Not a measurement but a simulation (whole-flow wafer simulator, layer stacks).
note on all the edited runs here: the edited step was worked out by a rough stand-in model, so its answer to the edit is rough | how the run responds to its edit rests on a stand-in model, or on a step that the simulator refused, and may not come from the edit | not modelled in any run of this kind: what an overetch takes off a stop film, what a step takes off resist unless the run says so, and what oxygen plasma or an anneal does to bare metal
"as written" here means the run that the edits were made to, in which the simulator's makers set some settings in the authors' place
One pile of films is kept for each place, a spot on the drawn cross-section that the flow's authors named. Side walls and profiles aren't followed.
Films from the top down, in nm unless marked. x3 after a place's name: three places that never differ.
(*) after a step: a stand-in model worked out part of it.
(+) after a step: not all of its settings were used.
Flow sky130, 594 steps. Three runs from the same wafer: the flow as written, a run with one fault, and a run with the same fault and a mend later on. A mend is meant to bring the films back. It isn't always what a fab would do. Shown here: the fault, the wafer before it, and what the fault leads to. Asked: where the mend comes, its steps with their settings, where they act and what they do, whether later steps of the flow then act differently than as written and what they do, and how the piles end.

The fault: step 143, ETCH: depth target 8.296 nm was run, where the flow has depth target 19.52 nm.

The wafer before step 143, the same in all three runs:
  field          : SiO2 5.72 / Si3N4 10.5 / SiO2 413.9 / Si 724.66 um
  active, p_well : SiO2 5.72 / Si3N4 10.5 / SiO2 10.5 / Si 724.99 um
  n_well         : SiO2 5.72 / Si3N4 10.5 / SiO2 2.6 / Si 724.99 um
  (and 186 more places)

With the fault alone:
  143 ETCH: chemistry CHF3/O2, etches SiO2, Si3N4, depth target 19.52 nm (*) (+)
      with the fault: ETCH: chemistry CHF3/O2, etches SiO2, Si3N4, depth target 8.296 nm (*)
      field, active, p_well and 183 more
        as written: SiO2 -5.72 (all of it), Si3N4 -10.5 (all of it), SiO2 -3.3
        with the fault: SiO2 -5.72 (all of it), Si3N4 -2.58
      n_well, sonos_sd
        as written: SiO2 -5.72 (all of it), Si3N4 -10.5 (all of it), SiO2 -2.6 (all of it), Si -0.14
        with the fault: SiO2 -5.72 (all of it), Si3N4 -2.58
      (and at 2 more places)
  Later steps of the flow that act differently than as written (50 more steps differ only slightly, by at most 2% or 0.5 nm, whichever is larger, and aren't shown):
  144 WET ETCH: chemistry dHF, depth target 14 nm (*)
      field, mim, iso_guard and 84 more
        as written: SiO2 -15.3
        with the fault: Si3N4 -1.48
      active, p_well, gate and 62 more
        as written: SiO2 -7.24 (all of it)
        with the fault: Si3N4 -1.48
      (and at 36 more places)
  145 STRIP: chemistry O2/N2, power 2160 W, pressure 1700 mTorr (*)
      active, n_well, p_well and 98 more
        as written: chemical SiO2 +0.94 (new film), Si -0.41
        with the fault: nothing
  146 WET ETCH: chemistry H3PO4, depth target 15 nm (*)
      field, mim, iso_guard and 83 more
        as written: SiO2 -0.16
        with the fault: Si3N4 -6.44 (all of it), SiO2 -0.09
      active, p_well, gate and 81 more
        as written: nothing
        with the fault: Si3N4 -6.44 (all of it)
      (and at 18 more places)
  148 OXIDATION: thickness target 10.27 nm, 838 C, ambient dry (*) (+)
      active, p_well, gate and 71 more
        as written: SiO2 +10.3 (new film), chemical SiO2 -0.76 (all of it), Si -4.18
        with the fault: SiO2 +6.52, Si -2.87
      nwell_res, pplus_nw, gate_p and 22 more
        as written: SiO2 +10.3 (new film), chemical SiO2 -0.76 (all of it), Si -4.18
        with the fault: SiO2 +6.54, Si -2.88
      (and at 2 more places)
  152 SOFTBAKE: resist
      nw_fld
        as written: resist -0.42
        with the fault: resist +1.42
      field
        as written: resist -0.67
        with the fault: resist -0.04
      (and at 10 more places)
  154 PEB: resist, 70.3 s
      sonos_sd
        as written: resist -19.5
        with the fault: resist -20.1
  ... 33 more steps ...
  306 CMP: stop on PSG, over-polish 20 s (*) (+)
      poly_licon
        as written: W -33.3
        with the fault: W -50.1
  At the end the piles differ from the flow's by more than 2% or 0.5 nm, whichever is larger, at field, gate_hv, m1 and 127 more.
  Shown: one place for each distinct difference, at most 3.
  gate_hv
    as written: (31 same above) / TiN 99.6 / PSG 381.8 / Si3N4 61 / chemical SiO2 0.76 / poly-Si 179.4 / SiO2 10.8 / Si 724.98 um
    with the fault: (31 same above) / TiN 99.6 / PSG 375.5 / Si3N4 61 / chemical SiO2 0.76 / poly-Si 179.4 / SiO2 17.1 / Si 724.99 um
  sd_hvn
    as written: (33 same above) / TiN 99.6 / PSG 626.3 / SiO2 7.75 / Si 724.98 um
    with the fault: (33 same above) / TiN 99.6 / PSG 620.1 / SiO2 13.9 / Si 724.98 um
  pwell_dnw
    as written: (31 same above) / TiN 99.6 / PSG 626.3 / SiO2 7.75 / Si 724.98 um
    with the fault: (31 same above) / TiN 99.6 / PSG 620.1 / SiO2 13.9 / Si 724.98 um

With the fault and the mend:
  The mend comes after step 143.
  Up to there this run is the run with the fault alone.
  143a ETCH: chemistry CHF3/O2, etches SiO2, Si3N4, depth target 11.22 nm (*) (+) (the flow's step 143 once more, with other settings)
      field, active, p_well and 183 more
        Si3N4 -7.92 (all of it), SiO2 -3.3
      n_well, sonos_sd
        Si3N4 -7.92 (all of it), SiO2 -2.6 (all of it), Si -0.14
      sonos_cell, sonos_cell_x
        resist -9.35
  No later step of the flow acts differently than as written, at any place that is followed, by more than 2% or 0.5 nm, whichever is larger.
  At the end the piles differ from the flow's only slightly at the places that both follow, by at most 2% or 0.5 nm, whichever is larger.
